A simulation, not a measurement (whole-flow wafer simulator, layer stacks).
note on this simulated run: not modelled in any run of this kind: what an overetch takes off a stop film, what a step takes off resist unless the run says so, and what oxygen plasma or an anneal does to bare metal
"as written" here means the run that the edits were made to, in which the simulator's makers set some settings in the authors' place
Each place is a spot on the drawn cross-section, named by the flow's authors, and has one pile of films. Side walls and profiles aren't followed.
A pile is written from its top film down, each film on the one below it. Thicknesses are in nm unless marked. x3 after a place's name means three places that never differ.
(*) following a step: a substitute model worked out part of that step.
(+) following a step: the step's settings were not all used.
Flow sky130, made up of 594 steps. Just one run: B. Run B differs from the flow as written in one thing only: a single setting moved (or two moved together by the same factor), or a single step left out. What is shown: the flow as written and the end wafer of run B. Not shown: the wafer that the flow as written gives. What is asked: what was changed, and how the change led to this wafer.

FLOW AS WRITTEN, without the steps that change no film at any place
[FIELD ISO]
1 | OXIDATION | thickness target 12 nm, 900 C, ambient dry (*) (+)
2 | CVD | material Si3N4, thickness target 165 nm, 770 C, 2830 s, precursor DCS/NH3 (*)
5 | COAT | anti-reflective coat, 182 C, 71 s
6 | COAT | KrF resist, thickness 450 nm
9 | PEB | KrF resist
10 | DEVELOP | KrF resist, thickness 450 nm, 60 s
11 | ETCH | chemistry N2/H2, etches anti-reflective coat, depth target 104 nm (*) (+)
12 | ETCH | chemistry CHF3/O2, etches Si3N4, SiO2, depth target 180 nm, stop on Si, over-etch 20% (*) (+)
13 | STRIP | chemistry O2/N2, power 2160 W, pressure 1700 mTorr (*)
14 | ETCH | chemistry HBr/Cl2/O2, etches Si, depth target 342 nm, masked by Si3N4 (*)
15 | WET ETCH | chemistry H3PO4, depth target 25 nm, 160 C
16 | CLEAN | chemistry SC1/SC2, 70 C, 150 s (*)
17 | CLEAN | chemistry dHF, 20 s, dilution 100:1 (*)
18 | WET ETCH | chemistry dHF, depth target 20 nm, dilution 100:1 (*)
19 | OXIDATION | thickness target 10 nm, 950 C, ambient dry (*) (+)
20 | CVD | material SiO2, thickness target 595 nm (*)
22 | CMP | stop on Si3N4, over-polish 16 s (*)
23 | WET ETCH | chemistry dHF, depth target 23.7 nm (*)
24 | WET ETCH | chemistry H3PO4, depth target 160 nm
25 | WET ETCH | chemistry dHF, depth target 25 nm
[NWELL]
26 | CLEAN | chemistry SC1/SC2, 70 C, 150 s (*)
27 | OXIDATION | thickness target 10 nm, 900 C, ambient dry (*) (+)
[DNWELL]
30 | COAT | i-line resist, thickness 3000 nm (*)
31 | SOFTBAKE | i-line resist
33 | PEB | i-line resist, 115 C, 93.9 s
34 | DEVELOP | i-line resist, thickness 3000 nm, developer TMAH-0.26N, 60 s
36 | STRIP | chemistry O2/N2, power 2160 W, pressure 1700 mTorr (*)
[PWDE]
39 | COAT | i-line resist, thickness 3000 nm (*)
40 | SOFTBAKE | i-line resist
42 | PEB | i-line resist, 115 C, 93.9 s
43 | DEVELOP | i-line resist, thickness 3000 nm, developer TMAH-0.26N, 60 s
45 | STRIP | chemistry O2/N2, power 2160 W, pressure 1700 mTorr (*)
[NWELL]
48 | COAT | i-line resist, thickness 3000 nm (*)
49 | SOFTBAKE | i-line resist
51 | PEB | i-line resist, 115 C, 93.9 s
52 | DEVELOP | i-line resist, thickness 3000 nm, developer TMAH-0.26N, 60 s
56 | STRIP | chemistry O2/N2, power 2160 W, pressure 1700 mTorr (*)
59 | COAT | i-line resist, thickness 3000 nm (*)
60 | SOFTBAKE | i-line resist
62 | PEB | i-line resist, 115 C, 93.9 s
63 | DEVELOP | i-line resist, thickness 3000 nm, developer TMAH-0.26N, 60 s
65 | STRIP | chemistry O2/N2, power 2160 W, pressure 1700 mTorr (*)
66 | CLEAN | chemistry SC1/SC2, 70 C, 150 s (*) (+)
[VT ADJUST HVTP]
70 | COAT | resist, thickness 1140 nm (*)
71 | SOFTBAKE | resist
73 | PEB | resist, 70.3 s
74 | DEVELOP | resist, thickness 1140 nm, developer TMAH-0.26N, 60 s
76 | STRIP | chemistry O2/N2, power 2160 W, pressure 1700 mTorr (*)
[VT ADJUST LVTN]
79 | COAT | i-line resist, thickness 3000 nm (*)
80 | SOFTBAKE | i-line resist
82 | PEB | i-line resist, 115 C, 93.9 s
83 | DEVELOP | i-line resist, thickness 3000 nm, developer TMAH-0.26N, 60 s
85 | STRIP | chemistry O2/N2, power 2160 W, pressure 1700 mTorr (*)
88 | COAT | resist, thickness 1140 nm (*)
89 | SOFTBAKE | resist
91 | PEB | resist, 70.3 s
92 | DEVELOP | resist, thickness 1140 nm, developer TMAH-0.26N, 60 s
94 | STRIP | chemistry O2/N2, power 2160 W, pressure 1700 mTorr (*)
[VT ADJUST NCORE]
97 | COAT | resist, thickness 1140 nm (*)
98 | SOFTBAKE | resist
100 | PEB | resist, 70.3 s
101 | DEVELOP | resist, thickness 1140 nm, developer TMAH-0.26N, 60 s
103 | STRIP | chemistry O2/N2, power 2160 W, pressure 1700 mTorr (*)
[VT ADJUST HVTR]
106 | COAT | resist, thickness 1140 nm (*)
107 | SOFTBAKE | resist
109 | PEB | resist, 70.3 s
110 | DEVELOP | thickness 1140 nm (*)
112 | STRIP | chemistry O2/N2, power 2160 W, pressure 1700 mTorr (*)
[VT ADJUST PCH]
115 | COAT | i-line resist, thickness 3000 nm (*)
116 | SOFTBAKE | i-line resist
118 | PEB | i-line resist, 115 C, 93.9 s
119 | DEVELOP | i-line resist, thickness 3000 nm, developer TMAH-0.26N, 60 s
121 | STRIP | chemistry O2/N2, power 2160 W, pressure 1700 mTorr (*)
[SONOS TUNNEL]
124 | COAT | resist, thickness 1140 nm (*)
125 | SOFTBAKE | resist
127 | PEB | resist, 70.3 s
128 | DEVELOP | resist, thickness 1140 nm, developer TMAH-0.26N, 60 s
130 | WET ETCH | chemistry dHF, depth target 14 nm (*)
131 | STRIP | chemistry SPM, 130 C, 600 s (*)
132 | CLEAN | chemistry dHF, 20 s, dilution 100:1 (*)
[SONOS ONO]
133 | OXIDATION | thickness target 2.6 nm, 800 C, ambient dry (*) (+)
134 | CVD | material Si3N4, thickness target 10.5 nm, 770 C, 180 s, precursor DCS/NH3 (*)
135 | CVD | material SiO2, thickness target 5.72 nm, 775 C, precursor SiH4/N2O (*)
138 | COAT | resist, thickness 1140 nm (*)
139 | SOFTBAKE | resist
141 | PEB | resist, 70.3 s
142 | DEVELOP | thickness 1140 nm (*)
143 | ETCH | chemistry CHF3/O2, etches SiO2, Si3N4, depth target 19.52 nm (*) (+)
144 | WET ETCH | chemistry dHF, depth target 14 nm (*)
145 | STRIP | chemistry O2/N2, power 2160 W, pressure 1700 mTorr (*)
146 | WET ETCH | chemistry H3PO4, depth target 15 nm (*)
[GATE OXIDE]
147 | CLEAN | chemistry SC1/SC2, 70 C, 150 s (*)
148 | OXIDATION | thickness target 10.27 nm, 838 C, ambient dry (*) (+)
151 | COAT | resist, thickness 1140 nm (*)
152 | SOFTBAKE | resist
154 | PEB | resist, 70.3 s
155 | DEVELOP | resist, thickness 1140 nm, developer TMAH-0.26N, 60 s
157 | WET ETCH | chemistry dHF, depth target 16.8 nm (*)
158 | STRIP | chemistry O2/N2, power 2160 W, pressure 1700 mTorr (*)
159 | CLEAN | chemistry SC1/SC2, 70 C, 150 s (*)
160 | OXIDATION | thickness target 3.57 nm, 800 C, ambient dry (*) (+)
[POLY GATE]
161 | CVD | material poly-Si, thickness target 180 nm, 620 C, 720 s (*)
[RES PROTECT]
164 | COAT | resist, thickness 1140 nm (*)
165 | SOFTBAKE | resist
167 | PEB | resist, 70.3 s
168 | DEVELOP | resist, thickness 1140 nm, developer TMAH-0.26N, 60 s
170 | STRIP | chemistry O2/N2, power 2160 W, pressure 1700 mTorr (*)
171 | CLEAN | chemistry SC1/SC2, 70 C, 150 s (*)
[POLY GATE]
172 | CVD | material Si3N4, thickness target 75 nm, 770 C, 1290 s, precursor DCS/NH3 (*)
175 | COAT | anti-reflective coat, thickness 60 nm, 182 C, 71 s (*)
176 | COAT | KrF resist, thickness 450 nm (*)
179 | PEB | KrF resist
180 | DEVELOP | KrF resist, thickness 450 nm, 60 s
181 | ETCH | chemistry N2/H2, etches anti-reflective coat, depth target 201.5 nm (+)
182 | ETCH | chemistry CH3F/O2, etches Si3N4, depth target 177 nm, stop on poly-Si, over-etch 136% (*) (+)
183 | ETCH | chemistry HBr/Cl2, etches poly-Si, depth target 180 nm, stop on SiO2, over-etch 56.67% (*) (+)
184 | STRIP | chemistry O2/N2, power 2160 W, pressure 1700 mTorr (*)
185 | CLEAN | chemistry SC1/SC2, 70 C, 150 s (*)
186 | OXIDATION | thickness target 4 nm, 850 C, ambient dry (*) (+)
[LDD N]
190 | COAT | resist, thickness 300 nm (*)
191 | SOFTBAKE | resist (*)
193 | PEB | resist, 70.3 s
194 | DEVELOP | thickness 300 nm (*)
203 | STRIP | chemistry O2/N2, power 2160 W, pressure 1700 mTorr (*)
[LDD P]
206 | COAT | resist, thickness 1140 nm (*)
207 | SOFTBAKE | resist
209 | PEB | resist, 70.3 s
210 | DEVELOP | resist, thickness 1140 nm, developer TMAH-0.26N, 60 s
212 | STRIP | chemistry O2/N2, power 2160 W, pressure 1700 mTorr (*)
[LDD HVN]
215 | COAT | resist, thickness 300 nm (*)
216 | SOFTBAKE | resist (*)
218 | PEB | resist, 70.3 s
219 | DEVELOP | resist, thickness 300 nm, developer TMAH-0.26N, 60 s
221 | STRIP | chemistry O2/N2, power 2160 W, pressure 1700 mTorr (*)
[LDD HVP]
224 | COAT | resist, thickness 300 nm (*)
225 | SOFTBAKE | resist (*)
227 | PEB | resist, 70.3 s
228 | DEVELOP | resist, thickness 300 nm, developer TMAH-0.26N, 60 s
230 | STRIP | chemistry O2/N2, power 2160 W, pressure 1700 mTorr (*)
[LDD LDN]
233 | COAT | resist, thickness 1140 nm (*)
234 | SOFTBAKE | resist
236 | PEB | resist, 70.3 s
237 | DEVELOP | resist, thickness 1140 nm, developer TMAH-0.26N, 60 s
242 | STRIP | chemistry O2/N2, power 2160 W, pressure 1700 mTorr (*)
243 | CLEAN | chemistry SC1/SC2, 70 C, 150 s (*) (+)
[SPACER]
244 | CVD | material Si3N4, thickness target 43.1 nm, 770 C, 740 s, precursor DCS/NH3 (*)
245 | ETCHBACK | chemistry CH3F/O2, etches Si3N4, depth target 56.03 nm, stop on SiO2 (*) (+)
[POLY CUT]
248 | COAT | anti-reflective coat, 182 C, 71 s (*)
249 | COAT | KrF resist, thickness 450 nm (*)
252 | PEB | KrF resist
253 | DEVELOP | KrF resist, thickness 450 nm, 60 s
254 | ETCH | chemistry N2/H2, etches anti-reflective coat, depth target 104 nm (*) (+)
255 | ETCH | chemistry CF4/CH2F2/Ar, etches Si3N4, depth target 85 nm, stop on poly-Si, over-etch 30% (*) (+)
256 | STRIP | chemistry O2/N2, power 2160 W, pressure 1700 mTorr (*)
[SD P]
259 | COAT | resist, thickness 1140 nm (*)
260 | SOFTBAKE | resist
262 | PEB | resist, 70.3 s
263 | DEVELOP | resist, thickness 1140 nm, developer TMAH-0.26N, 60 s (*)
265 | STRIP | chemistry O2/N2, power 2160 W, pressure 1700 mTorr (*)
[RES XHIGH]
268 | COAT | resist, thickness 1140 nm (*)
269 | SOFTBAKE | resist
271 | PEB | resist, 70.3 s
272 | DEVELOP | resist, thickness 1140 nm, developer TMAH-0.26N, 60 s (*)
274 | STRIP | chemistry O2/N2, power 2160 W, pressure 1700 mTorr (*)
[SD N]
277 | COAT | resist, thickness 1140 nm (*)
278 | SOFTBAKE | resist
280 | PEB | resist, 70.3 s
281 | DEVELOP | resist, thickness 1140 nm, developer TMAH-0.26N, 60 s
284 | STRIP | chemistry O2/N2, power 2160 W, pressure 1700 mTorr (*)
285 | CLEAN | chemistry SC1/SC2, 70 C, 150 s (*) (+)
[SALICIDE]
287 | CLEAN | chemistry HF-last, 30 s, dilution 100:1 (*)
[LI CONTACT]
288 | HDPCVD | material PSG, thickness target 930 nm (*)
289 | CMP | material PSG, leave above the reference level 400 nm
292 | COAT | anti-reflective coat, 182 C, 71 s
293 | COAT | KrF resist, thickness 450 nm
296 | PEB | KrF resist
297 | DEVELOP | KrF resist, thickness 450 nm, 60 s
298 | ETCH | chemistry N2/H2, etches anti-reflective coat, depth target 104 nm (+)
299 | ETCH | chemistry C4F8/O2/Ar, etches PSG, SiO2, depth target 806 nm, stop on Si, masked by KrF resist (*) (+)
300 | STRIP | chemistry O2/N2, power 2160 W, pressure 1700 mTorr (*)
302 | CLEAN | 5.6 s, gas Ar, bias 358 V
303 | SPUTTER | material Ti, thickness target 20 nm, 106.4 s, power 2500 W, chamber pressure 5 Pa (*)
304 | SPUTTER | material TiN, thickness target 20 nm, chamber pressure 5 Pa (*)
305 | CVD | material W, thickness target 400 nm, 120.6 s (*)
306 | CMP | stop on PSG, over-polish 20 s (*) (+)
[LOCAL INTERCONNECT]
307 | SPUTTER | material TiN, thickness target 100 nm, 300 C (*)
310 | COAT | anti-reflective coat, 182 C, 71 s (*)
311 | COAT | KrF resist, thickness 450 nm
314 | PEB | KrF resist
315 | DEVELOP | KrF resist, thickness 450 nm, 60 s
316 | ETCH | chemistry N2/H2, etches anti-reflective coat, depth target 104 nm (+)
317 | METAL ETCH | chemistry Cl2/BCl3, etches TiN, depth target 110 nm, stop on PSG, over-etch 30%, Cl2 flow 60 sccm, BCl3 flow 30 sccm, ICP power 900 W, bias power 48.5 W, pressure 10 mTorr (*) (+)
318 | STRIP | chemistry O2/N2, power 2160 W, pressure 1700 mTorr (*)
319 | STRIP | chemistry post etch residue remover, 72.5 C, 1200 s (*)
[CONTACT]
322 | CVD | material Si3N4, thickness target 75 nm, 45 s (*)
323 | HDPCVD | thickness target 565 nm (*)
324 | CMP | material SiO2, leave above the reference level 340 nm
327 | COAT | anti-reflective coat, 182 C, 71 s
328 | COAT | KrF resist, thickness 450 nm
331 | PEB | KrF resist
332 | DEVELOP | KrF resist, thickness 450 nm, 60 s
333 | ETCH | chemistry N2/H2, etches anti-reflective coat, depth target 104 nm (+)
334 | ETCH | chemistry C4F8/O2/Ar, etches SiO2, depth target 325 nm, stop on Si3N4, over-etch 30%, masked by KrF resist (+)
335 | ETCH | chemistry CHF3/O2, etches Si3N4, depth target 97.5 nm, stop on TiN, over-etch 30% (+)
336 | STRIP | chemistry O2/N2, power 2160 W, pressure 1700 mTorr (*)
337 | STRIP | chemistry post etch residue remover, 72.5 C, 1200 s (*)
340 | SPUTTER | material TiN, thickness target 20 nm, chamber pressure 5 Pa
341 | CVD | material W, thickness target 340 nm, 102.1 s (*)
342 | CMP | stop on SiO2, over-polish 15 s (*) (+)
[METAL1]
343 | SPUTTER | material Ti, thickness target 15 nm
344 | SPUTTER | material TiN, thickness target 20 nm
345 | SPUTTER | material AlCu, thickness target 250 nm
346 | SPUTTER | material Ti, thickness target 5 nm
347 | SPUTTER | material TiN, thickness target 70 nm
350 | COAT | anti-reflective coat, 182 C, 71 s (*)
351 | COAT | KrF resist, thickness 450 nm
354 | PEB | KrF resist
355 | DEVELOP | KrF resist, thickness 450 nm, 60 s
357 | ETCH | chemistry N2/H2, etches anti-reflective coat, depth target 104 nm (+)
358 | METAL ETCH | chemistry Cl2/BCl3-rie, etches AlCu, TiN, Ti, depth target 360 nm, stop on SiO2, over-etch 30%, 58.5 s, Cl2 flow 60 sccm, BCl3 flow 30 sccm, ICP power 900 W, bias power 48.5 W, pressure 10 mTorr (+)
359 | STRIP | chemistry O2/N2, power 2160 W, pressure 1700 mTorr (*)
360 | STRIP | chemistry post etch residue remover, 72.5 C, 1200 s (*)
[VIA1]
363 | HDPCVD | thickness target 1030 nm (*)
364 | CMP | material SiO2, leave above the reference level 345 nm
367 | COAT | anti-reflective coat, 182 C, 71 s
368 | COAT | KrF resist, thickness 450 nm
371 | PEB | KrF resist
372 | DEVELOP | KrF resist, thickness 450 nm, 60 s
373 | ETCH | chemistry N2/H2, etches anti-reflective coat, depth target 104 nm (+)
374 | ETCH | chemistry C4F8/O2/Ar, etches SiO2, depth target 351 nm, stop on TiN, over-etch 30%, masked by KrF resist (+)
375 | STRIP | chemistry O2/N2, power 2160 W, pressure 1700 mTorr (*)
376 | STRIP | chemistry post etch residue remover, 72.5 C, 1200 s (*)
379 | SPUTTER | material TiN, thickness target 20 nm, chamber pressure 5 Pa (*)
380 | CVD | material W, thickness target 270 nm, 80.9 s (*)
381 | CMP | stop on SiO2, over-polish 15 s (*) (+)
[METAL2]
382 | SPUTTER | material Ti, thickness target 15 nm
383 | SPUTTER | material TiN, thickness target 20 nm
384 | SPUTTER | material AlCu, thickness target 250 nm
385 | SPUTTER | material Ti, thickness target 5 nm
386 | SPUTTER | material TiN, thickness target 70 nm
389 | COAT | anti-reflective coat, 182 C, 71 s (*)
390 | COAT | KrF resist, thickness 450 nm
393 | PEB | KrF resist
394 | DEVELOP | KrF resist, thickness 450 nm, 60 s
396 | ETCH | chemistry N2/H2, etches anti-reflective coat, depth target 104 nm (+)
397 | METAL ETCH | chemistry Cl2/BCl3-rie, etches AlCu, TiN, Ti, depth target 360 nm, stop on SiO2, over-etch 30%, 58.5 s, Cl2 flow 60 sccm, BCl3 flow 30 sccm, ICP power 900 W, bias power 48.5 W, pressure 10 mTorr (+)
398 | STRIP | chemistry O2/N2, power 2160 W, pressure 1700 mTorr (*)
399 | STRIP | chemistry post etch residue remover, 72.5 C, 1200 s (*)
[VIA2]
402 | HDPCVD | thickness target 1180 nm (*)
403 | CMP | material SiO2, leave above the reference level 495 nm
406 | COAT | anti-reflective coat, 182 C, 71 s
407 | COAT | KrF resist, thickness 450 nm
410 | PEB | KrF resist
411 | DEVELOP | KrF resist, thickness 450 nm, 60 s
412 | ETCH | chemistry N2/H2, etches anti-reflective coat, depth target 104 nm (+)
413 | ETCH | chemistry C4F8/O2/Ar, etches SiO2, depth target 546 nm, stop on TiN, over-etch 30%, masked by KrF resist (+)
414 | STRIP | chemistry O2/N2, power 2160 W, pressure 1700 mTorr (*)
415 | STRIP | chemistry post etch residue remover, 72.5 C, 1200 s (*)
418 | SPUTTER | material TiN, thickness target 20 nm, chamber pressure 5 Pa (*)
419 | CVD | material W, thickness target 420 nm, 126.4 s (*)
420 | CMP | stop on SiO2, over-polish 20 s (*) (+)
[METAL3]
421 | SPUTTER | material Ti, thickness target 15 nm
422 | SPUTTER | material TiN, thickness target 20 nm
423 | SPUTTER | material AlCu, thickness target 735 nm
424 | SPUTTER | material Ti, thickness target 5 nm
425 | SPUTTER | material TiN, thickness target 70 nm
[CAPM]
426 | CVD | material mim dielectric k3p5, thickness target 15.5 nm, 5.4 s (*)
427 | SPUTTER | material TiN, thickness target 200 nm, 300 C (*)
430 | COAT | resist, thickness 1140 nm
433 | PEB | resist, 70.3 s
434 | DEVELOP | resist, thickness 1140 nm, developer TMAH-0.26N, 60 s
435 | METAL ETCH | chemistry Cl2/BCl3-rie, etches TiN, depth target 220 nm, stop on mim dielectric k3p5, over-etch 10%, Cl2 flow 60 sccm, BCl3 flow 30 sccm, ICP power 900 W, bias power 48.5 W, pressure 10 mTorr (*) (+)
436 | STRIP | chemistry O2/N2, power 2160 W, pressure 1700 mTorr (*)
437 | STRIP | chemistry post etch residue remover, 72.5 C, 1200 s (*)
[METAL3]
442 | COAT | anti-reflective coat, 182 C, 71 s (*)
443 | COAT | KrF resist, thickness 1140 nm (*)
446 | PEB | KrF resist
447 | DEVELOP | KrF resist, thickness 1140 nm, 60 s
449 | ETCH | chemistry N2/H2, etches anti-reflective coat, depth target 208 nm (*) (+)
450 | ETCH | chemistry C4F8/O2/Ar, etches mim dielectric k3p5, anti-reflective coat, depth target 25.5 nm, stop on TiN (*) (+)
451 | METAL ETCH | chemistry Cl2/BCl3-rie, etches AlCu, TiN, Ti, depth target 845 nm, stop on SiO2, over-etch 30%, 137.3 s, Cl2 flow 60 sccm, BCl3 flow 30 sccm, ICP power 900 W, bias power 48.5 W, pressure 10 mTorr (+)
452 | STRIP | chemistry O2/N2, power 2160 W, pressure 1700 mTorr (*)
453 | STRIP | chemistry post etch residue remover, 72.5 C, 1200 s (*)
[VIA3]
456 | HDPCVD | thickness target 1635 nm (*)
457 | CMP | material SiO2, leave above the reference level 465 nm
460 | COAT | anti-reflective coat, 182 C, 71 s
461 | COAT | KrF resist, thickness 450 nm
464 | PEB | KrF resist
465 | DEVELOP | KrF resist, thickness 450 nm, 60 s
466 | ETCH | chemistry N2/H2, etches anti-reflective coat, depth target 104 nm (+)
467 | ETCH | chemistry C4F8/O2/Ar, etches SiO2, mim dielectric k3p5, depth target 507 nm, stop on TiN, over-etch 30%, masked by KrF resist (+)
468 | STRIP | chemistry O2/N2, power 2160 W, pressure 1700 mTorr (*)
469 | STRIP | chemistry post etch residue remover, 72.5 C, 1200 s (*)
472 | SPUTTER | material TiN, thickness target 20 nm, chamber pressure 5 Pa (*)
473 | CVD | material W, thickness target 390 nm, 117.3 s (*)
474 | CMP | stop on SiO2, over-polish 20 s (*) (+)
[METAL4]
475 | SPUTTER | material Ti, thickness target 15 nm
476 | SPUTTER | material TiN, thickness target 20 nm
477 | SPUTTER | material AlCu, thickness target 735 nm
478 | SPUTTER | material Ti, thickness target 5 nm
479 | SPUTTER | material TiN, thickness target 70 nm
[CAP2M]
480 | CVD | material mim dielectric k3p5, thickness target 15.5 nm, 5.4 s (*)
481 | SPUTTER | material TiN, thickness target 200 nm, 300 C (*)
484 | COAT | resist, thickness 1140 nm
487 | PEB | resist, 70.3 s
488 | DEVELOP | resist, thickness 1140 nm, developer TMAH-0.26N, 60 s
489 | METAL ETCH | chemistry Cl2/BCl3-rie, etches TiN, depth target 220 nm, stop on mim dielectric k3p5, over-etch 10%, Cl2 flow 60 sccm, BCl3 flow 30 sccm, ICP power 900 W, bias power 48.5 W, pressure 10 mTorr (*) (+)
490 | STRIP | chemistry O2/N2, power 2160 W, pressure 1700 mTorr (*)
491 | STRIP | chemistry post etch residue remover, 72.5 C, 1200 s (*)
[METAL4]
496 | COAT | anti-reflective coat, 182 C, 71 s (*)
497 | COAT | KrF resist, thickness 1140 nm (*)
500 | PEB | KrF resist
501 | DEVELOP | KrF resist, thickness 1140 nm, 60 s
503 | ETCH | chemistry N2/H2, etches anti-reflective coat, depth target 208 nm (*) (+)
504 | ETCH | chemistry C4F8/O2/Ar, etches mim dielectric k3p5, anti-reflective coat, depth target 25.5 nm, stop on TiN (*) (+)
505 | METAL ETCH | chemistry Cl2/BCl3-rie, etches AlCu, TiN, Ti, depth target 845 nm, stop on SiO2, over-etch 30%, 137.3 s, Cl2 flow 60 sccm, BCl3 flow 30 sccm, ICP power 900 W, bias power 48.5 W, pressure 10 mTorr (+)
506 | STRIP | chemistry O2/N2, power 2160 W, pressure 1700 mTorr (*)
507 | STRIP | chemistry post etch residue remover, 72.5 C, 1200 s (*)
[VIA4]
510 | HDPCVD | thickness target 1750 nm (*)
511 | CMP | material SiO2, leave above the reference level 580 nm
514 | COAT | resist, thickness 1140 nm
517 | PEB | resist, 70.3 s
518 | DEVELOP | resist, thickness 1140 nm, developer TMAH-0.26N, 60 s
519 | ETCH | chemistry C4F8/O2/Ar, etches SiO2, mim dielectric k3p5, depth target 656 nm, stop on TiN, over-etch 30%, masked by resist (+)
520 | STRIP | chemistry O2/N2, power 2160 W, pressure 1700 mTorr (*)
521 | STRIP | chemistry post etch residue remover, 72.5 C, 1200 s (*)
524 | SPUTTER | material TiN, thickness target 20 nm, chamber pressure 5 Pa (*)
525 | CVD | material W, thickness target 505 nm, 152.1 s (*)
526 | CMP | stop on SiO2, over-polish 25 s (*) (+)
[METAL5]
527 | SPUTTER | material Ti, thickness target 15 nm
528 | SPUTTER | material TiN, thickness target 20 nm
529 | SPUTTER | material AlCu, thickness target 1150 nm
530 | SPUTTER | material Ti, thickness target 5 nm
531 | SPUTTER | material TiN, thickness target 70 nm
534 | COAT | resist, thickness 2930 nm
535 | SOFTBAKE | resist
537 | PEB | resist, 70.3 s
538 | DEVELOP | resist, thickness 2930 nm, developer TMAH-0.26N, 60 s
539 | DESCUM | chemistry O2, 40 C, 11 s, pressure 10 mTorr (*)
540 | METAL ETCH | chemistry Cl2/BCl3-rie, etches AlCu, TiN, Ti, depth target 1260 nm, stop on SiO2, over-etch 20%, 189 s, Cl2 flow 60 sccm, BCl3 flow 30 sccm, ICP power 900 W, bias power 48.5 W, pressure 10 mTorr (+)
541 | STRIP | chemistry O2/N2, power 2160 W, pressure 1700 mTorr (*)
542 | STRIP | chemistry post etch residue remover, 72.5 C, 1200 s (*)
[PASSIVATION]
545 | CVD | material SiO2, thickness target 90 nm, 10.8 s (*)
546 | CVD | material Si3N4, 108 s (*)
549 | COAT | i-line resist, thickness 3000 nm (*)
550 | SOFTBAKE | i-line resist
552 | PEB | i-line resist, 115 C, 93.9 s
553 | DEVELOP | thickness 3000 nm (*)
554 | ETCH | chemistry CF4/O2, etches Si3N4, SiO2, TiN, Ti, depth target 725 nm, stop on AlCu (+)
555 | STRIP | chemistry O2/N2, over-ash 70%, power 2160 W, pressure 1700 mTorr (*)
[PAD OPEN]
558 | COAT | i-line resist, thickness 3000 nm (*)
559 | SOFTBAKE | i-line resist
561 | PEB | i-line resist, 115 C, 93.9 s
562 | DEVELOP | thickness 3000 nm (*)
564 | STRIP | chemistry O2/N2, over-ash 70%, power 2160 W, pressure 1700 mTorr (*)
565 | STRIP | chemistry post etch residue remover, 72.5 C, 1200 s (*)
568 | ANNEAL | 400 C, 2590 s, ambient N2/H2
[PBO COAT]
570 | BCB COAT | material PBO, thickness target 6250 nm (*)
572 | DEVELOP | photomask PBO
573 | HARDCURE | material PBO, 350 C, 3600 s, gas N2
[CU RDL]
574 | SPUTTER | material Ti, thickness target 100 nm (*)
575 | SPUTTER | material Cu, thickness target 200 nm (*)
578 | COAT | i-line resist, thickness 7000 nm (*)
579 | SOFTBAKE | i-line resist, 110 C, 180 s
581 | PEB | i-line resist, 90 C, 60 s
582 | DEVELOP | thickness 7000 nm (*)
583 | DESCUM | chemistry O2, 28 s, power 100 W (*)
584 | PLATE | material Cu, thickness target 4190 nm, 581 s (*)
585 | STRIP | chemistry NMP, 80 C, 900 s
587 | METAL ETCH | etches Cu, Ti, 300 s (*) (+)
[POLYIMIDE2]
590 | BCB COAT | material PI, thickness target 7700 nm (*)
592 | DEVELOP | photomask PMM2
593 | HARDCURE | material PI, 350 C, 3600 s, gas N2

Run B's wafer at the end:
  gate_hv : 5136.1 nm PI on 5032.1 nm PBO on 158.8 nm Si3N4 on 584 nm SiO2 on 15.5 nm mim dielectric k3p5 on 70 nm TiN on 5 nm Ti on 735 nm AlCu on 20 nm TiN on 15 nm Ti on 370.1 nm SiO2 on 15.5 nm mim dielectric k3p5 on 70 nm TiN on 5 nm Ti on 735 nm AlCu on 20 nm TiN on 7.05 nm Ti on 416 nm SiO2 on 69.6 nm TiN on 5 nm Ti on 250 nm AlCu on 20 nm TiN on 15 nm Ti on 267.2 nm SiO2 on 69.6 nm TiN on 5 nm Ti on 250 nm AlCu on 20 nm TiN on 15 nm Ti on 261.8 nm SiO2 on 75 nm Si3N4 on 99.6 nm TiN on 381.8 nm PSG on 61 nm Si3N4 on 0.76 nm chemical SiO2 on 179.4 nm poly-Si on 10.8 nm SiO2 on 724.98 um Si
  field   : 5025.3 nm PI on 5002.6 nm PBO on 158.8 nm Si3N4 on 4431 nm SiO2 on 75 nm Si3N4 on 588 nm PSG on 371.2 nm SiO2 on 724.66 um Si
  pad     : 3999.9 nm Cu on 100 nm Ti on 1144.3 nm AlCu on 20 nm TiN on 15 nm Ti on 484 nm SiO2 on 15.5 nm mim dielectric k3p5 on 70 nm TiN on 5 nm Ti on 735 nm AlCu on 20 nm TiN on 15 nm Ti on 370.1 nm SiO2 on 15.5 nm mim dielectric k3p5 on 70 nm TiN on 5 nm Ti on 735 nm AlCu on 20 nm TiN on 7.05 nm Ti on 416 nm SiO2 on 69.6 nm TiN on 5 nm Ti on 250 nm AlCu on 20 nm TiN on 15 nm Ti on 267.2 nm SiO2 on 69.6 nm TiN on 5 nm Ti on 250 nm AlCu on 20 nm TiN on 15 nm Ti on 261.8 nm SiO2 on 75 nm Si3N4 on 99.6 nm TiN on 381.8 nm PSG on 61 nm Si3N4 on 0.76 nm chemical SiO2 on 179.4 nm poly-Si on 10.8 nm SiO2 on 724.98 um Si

What caused this: step 421, SPUTTER: thickness target 7.05 nm was run, though the flow has thickness target 15 nm.
The wafer lets one read it off: gate_hv has Ti 7.05, and step 421 as written asks for 15 nm.

The path from the change to this, step by step:
  421 | SPUTTER | material Ti, thickness target 15 nm
      field, active, n_well and 188 more: +7.05 Ti (new film) (in the flow as written it would be: +15 Ti (new film))
  451 | METAL ETCH | chemistry Cl2/BCl3-rie, etches AlCu, TiN, Ti, depth target 845 nm, stop on SiO2, over-etch 30%, 137.3 s, Cl2 flow 60 sccm, BCl3 flow 30 sccm, ICP power 900 W, bias power 48.5 W, pressure 10 mTorr (+)
      field, gate, spacer and 68 more: -70 TiN (all of it), -5 Ti (all of it), -735 AlCu (all of it), -20 TiN (all of it), -7.05 Ti (all of it), -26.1 SiO2 (in the flow as written it would be: -70 TiN (all of it), -5 Ti (all of it), -735 AlCu (all of it), -20 TiN (all of it), -15 Ti (all of it), -25.4 SiO2)
      active, vpp_ln, vpp_iso2 and 11 more: -70 TiN (all of it), -5 Ti (all of it), -735 AlCu (all of it), -20 TiN (all of it), -7.05 Ti (all of it), -26.1 SiO2 (in the flow as written it would be: -70 TiN (all of it), -5 Ti (all of it), -735 AlCu (all of it), -20 TiN (all of it), -15 Ti (all of it), -25.3 SiO2)
